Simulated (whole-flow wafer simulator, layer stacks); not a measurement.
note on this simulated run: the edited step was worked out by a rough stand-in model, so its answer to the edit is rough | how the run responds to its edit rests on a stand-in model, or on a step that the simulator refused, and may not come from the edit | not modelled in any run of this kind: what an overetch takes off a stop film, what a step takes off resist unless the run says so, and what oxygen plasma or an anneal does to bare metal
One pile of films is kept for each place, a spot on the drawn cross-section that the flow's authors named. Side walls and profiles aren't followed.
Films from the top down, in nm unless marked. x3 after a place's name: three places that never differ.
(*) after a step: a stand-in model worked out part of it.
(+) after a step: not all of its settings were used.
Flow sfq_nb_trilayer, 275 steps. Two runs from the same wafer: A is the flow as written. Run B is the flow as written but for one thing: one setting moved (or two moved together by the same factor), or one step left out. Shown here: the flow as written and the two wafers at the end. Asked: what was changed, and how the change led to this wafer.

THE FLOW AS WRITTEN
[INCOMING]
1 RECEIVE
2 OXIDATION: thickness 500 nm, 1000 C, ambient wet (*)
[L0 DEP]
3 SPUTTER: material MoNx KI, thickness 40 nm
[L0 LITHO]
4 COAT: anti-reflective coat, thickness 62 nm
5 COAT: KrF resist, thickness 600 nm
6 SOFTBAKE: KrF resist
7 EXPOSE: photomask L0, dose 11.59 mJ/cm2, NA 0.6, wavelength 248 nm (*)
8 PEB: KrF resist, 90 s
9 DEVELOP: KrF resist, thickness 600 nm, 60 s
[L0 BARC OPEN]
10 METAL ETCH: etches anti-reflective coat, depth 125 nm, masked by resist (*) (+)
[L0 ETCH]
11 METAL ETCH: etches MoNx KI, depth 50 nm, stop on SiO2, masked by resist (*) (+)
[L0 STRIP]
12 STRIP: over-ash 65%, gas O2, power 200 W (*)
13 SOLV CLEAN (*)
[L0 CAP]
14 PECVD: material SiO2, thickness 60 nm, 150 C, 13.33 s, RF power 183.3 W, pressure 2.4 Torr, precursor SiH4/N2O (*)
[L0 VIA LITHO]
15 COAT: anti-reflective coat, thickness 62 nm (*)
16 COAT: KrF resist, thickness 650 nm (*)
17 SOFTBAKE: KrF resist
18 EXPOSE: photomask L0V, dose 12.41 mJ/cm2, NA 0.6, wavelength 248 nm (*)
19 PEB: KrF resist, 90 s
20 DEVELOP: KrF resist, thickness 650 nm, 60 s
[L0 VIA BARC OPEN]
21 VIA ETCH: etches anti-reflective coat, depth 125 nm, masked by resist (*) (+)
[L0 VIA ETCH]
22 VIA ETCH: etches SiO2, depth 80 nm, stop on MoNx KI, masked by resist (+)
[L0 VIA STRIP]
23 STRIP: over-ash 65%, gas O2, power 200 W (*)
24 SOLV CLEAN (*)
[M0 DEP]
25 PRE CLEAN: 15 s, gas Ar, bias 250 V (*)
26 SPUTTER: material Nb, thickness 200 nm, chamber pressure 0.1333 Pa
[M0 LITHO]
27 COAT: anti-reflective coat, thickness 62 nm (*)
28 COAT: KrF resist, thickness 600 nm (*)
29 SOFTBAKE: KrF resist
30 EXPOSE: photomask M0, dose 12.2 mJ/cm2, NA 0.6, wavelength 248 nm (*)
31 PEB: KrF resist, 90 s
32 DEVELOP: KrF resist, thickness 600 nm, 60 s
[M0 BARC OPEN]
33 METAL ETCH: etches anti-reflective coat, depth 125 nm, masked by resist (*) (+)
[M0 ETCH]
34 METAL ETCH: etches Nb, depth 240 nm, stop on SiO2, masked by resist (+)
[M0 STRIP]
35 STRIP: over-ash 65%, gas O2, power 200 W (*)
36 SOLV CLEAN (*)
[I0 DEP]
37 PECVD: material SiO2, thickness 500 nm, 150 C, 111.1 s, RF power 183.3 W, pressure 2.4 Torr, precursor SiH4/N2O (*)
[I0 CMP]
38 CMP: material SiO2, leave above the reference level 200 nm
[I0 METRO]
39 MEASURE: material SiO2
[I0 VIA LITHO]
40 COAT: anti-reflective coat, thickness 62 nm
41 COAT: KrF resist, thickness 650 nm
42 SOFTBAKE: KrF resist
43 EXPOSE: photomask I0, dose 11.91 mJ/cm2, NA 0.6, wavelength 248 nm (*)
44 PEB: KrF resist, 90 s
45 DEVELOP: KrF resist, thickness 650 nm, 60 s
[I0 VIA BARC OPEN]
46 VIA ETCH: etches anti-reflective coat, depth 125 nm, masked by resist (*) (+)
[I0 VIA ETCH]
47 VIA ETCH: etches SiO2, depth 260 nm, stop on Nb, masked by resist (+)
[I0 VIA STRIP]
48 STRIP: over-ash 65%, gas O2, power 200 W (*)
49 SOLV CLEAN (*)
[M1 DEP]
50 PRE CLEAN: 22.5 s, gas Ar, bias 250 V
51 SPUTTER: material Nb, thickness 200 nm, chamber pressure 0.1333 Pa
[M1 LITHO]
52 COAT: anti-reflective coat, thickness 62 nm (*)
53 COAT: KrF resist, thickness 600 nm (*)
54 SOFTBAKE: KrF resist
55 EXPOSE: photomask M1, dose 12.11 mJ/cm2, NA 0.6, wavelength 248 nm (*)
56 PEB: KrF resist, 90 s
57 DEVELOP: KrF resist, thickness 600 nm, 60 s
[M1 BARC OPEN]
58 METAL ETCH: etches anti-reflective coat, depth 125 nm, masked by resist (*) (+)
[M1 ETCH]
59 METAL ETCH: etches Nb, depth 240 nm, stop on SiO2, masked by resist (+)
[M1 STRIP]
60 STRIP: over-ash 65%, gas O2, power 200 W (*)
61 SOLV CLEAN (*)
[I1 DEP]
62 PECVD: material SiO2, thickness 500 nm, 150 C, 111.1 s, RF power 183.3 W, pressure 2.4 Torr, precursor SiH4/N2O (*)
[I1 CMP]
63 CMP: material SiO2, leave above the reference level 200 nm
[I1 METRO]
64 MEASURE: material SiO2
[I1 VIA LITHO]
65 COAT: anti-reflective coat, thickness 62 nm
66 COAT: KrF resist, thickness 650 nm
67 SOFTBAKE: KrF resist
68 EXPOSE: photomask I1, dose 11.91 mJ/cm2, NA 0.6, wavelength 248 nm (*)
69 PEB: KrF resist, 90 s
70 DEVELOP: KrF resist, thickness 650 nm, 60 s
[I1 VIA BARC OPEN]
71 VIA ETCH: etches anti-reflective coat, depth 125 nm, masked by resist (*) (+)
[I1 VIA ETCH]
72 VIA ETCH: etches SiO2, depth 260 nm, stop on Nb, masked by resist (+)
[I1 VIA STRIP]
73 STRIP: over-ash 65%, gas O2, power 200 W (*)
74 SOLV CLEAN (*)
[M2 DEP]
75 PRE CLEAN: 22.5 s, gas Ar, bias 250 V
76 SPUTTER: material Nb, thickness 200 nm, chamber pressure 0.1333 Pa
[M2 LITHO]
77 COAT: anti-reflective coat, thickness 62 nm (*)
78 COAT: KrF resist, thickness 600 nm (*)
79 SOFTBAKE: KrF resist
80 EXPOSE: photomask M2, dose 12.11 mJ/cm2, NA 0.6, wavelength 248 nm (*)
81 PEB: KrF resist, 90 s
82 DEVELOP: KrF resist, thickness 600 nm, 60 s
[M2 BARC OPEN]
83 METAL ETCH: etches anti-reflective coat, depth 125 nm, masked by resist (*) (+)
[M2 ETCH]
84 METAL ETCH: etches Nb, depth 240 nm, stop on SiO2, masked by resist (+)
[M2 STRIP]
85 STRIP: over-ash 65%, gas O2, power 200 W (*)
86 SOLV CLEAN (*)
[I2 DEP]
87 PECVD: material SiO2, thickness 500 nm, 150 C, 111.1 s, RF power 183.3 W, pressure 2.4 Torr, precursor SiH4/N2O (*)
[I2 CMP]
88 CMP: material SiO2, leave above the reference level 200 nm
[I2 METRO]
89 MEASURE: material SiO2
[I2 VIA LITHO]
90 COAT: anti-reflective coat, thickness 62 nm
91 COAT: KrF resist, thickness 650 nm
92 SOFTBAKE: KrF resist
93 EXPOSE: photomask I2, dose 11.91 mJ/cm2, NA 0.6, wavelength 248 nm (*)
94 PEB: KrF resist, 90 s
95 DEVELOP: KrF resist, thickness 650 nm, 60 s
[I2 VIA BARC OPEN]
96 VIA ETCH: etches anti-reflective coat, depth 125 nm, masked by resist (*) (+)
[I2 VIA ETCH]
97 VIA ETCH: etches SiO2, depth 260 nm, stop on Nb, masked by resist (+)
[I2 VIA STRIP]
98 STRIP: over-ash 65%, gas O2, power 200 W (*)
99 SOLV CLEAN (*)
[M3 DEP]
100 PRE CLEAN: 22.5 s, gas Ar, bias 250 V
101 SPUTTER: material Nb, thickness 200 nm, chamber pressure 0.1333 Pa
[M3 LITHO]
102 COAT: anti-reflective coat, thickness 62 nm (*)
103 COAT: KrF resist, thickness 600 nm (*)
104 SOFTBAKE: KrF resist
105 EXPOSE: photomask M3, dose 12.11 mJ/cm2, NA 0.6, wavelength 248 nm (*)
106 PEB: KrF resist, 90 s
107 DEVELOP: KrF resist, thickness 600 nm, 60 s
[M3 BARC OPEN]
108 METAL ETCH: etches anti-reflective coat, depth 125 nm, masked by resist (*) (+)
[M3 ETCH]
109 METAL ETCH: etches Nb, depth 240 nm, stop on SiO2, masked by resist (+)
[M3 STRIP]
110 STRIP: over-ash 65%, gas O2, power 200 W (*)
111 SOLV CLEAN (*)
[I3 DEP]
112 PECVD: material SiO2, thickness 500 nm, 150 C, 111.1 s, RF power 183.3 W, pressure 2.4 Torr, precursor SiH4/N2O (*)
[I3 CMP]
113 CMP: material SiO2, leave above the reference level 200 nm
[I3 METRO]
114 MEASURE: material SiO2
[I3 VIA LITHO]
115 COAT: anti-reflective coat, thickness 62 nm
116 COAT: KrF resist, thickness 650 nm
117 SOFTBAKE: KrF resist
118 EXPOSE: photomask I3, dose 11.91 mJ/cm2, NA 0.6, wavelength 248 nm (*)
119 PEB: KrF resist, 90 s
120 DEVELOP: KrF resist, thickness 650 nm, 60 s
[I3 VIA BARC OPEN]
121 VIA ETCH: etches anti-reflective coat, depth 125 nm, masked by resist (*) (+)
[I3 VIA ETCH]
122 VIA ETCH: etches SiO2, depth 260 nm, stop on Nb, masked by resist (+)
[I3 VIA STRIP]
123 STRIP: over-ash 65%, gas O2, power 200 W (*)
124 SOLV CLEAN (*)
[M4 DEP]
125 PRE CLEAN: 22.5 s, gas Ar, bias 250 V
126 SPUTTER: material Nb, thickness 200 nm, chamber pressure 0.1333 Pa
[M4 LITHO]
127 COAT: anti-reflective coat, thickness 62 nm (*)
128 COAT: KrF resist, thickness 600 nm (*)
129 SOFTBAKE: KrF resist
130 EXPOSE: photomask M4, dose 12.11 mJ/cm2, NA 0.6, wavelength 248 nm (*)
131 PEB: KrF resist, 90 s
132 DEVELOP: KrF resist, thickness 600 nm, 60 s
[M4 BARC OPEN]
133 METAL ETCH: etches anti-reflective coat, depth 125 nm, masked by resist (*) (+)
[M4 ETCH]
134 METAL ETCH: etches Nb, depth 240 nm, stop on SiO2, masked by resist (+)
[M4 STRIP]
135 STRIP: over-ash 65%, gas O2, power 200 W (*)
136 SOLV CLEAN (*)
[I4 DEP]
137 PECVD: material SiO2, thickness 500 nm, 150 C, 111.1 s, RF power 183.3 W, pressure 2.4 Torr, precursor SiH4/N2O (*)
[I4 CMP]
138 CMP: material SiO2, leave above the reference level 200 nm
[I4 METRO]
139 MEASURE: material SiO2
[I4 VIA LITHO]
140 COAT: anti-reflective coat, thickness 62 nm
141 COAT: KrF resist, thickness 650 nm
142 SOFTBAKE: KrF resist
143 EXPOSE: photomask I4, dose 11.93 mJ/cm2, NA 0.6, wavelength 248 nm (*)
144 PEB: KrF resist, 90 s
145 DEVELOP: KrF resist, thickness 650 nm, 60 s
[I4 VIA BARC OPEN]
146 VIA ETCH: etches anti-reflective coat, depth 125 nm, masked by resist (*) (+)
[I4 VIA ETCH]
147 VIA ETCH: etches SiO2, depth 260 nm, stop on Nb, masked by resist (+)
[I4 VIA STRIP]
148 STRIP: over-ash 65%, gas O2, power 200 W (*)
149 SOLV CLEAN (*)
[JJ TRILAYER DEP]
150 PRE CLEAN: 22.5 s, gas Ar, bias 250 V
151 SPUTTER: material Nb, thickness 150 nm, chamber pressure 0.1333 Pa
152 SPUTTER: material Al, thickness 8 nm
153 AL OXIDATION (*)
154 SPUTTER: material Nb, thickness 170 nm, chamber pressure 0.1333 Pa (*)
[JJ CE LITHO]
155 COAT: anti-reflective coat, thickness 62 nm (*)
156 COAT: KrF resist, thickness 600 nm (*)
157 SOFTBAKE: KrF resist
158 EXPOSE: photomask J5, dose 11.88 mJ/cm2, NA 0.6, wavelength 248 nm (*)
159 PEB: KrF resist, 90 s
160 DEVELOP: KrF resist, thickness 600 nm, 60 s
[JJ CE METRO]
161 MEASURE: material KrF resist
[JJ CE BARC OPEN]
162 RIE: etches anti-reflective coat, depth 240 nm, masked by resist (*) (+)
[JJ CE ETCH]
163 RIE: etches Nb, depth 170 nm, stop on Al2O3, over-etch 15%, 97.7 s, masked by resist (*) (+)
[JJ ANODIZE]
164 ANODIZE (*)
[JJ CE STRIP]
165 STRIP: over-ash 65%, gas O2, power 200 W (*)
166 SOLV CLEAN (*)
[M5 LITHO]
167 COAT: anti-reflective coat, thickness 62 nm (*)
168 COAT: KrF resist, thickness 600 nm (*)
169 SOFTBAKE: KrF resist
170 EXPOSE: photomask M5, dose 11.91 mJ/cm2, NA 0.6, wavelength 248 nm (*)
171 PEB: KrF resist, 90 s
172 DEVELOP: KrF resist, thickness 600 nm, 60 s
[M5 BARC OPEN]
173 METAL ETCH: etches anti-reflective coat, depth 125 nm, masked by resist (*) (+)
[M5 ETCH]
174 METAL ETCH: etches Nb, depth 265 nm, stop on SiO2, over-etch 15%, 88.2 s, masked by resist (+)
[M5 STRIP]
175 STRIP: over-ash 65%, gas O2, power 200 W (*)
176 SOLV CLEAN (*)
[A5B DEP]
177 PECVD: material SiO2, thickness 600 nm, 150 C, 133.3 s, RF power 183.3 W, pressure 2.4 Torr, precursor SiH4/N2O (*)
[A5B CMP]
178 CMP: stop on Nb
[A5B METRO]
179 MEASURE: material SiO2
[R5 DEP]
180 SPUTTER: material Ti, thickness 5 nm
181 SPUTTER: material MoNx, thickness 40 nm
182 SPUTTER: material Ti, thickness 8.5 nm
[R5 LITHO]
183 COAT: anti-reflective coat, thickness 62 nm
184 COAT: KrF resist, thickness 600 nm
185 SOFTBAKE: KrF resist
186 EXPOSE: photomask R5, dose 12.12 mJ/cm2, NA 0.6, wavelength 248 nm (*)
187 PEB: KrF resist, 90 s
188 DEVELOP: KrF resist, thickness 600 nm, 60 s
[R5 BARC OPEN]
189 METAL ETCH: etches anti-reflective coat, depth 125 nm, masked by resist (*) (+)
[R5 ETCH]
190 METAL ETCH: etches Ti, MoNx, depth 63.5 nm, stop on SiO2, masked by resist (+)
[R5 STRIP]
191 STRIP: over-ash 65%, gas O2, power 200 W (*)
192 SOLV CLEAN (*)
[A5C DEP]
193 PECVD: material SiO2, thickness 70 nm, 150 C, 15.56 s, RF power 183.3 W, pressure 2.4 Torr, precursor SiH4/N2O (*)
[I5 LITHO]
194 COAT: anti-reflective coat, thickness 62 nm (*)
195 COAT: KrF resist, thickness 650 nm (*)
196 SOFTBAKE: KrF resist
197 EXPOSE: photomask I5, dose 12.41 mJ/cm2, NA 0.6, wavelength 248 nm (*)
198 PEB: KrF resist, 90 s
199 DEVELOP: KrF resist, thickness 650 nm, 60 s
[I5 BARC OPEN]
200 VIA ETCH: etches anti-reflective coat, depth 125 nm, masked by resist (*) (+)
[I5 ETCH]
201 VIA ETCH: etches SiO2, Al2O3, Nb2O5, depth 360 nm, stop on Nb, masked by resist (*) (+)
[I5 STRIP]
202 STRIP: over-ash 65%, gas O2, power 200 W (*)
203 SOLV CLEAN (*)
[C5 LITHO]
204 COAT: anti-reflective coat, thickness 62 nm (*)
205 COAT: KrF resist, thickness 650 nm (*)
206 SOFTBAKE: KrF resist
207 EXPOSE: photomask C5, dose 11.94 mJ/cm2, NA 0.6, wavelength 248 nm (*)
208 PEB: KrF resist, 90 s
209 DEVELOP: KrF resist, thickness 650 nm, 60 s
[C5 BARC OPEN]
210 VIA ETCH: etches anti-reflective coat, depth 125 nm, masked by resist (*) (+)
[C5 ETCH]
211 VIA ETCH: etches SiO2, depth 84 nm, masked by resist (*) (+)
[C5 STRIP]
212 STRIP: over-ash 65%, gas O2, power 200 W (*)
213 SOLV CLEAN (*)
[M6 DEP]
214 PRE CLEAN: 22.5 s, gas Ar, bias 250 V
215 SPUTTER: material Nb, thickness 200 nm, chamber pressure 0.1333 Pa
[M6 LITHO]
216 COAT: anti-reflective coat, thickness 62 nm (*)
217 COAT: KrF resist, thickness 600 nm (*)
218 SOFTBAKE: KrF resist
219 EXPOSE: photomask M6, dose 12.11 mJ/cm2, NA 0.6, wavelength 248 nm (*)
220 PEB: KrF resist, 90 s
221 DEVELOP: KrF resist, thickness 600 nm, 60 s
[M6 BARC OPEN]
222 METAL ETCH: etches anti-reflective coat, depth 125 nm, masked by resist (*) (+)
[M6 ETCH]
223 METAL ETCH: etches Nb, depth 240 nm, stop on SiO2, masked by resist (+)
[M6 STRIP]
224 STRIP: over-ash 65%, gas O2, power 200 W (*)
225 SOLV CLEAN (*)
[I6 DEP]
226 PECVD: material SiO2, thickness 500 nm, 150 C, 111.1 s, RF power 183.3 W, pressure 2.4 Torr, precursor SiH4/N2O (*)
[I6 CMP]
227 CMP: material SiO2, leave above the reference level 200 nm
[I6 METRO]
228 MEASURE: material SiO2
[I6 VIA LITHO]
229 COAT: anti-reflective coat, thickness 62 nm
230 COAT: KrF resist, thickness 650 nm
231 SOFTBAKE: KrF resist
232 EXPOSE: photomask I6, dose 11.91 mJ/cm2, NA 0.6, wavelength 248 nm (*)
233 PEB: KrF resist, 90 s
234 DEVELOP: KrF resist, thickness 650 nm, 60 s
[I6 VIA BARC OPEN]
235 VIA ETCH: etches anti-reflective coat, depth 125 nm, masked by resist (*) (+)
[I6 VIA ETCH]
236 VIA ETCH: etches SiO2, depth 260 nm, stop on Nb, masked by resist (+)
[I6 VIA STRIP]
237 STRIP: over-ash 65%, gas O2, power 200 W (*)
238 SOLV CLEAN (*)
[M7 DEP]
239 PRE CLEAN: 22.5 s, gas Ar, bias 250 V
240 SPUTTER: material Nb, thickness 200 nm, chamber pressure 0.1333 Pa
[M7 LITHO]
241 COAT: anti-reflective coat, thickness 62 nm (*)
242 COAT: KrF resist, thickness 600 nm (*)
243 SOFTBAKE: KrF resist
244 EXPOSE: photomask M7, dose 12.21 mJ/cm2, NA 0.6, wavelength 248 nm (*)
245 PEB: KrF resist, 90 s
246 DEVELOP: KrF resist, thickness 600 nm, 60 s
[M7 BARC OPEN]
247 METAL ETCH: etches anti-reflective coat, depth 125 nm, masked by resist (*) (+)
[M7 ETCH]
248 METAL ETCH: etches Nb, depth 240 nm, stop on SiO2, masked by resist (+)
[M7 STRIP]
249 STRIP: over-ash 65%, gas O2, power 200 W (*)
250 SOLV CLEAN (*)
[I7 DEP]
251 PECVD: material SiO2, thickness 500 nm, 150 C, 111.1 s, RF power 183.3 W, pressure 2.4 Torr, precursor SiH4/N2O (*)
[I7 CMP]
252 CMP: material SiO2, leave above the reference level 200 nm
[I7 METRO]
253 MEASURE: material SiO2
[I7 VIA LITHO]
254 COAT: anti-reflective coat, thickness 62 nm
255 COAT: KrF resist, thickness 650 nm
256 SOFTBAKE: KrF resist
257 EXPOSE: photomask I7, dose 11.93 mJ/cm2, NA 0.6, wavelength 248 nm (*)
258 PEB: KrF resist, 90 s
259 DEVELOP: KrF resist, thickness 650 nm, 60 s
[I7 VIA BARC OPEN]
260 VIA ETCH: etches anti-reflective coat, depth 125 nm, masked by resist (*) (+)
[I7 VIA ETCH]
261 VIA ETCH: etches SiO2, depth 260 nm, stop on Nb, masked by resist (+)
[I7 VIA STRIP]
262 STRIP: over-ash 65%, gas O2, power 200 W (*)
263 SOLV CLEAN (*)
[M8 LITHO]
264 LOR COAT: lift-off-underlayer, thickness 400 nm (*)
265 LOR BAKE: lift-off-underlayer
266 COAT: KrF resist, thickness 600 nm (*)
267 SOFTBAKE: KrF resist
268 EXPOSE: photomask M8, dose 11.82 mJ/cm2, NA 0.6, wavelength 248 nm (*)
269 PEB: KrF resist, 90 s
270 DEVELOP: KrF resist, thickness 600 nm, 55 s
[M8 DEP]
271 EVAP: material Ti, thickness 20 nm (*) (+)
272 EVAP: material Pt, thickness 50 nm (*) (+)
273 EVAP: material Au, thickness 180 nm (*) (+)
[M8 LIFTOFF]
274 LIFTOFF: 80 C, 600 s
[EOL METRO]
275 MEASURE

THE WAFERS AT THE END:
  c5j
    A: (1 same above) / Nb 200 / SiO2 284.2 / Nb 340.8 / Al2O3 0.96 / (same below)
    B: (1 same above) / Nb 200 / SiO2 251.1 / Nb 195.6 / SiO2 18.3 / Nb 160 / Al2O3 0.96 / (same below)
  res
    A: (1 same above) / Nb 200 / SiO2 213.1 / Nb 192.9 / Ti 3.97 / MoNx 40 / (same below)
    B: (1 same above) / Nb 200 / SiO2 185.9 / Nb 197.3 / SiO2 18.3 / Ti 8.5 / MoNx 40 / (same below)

The cause: step 211, VIA ETCH: depth 44.1 nm was run, where the flow has depth 84 nm.

How the change led to this, step by step:
  211 VIA ETCH: etches SiO2, depth 84 nm, masked by resist (*) (+)
      c5j: A SiO2 -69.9 (all of it), Nb -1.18 | B SiO2 -44.1
      res: A SiO2 -69.9 (all of it) | B SiO2 -44.1
      (and at 104 more places)
  214 PRE CLEAN: 22.5 s, gas Ar, bias 250 V
      c5j: A Nb -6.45 | B SiO2 -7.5
      res: A Ti -4.53 | B SiO2 -7.5
  215 SPUTTER: material Nb, thickness 200 nm, chamber pressure 0.1333 Pa
      c5j: A Nb +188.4 | B Nb +195.6 (new film)
      res: A Nb +192.9 (new film) | B Nb +197.3 (new film)
  216 COAT: anti-reflective coat, thickness 62 nm (*)
      ce_l: A anti-reflective coat +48 (new film) | B anti-reflective coat +54.7 (new film)
      c5j: A anti-reflective coat +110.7 (new film) | B anti-reflective coat +92.4 (new film)
      (and at 4 more places)
  224 STRIP: over-ash 65%, gas O2, power 200 W (*)
      ce_l: A KrF resist -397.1 (all of it), anti-reflective coat -48 (all of it) | B KrF resist -393.1 (all of it), anti-reflective coat -54.7 (all of it)
      c5j: A KrF resist -418.3 (all of it), anti-reflective coat -110.7 (all of it) | B KrF resist -406.7 (all of it), anti-reflective coat -92.4 (all of it)
      (and at 4 more places)
  226 PECVD: material SiO2, thickness 500 nm, 150 C, 111.1 s, RF power 183.3 W, pressure 2.4 Torr, precursor SiH4/N2O (*)
      c5j: A SiO2 +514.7 (new film) | B SiO2 +500 (new film)
  227 CMP: material SiO2, leave above the reference level 200 nm
      c5j: A SiO2 -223 | B SiO2 -241.4
      res: A SiO2 -279.4 | B SiO2 -306.6
Counting metal films that touch as one body, c5j has 5 bodies (between them, from the top down: SiO2 251.1; SiO2 18.3; Al2O3 0.96; SiO2 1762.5); the flow as written gives 4 bodies (between them, from the top down: SiO2 284.2; Al2O3 0.96; SiO2 1762.5).
Counting metal films that touch as one body, res has 4 bodies (between them, from the top down: SiO2 185.9; SiO2 18.3; SiO2 2090.9); the flow as written gives 3 bodies (between them, from the top down: SiO2 213.1; SiO2 2090.9).
